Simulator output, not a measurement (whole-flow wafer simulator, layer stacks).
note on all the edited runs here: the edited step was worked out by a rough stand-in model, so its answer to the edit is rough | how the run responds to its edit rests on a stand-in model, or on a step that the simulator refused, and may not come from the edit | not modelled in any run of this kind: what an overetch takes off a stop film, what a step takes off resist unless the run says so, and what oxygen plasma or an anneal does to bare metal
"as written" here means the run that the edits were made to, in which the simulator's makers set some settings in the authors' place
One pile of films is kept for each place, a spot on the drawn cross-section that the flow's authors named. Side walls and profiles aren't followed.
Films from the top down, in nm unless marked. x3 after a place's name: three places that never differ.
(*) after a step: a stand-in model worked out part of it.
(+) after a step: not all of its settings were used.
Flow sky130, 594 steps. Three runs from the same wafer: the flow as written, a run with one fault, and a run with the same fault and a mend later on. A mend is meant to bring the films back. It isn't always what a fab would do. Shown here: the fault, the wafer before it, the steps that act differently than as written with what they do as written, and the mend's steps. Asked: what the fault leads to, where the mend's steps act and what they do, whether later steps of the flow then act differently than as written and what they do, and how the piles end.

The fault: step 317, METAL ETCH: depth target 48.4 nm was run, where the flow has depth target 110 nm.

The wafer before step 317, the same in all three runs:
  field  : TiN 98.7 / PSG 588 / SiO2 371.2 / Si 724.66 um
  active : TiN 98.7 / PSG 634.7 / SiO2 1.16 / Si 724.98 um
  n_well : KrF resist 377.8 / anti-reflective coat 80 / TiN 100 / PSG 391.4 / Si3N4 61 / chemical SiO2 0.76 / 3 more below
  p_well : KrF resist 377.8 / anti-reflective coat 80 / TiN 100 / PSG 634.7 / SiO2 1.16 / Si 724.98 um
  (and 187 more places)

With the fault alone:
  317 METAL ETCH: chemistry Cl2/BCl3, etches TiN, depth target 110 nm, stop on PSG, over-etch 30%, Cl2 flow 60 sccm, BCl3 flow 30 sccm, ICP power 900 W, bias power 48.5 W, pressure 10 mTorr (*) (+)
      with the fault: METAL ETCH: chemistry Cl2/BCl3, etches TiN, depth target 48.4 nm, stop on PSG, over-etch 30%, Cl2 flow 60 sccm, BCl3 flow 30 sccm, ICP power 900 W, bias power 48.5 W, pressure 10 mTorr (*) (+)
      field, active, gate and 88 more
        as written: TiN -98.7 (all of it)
        with the fault: TiN -48.4
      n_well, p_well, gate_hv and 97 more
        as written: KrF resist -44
        with the fault: KrF resist -19.4
  Later steps of the flow that act differently than as written (9 more steps differ only slightly, by at most 2% or 0.5 nm, whichever is larger, and aren't shown):
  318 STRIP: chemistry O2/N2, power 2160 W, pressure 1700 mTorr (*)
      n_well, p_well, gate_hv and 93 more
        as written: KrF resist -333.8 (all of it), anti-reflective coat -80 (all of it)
        with the fault: KrF resist -358.5 (all of it), anti-reflective coat -80 (all of it)
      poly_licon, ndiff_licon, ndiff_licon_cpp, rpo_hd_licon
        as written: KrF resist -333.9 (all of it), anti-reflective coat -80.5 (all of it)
        with the fault: KrF resist -358.5 (all of it), anti-reflective coat -80.5 (all of it)
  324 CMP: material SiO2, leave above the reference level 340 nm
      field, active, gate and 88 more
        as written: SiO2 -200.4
        with the fault: SiO2 -250.3
  At the end the piles differ from the flow's by more than 2% or 0.5 nm, whichever is larger, at field, active, gate and 90 more.
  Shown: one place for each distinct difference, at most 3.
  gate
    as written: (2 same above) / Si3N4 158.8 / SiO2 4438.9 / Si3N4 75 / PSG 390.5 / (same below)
    with the fault: (2 same above) / Si3N4 158.8 / SiO2 4389.1 / Si3N4 75 / TiN 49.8 / PSG 390.5 / (same below)
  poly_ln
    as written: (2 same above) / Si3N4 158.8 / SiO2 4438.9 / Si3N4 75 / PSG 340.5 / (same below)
    with the fault: (2 same above) / Si3N4 158.8 / SiO2 4389.1 / Si3N4 75 / TiN 49.8 / PSG 340.5 / (same below)
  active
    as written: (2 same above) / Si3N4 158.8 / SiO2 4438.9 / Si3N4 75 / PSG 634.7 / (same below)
    with the fault: (2 same above) / Si3N4 158.8 / SiO2 4389.1 / Si3N4 75 / TiN 49.8 / PSG 634.7 / (same below)

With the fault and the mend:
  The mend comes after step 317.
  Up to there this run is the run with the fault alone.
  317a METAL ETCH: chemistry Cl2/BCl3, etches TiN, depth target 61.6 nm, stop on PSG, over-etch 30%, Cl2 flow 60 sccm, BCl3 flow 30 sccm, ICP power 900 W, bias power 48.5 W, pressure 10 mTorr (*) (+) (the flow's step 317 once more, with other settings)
      n_well, p_well, gate_hv and 97 more
        KrF resist -24.6
      field, active, gate and 88 more
        TiN -50.3 (all of it)
  No later step of the flow acts differently than as written at any place that is followed.
  At the end the piles are the same as the flow's at every place that both follow.
